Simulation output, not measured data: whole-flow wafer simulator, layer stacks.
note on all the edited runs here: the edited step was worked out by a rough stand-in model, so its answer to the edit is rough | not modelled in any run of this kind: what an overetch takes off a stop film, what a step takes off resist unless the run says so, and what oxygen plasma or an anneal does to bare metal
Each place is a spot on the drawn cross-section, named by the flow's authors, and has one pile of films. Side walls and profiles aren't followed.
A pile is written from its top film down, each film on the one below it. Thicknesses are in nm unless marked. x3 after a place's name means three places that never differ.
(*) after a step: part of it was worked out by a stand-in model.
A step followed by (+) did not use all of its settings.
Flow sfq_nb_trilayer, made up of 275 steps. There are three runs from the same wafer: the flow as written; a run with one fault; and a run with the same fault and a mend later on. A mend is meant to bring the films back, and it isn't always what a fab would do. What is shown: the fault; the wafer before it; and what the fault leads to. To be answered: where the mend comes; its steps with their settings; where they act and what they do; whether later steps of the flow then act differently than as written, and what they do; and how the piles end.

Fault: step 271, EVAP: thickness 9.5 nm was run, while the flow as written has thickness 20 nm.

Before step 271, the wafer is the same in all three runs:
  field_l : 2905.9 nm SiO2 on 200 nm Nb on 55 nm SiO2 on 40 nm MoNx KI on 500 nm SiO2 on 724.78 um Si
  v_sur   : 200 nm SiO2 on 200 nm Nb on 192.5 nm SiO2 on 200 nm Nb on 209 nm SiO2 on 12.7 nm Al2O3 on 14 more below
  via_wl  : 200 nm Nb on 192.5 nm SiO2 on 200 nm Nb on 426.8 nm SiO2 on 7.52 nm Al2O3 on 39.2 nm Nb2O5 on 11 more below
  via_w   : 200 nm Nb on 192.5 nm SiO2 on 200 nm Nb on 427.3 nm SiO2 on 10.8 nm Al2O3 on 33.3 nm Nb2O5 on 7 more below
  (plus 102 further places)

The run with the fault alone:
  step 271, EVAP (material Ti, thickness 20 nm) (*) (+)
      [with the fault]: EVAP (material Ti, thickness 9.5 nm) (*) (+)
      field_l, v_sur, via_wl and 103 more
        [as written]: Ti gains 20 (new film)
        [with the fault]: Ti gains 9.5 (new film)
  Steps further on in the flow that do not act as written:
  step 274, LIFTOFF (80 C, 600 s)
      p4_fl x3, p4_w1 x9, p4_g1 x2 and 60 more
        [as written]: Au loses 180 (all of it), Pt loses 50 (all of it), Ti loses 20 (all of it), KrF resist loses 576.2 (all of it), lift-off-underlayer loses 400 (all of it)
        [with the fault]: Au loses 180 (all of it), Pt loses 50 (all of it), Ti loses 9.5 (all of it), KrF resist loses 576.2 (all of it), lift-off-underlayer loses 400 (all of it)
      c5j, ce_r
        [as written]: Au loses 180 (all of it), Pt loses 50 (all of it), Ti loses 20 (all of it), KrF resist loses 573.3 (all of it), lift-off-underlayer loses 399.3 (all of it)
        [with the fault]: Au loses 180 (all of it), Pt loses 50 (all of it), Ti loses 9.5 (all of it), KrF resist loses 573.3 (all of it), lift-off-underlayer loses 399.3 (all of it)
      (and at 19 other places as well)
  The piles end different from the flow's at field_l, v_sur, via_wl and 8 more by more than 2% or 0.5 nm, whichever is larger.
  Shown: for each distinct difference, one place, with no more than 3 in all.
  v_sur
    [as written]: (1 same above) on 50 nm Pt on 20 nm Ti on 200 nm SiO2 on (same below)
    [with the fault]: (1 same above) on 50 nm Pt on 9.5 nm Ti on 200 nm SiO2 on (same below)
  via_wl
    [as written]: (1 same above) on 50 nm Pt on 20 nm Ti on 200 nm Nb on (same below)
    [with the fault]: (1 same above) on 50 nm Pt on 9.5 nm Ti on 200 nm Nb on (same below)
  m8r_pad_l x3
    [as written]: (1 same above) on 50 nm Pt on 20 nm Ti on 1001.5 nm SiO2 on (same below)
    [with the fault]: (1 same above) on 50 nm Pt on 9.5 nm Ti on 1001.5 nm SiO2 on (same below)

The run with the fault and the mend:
  After step 271 comes the mend.
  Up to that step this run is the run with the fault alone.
  step 271a, EVAP (material Ti, thickness 10.5 nm) (*) (+) (a further turn of the flow's step 271, with different settings)
      field_l, v_sur, via_wl and 103 more
        Ti gains 10.5
  Every later step of the flow that is run acts as written at every place that is followed.
  At every place that both follow, the piles at the end match the flow's.
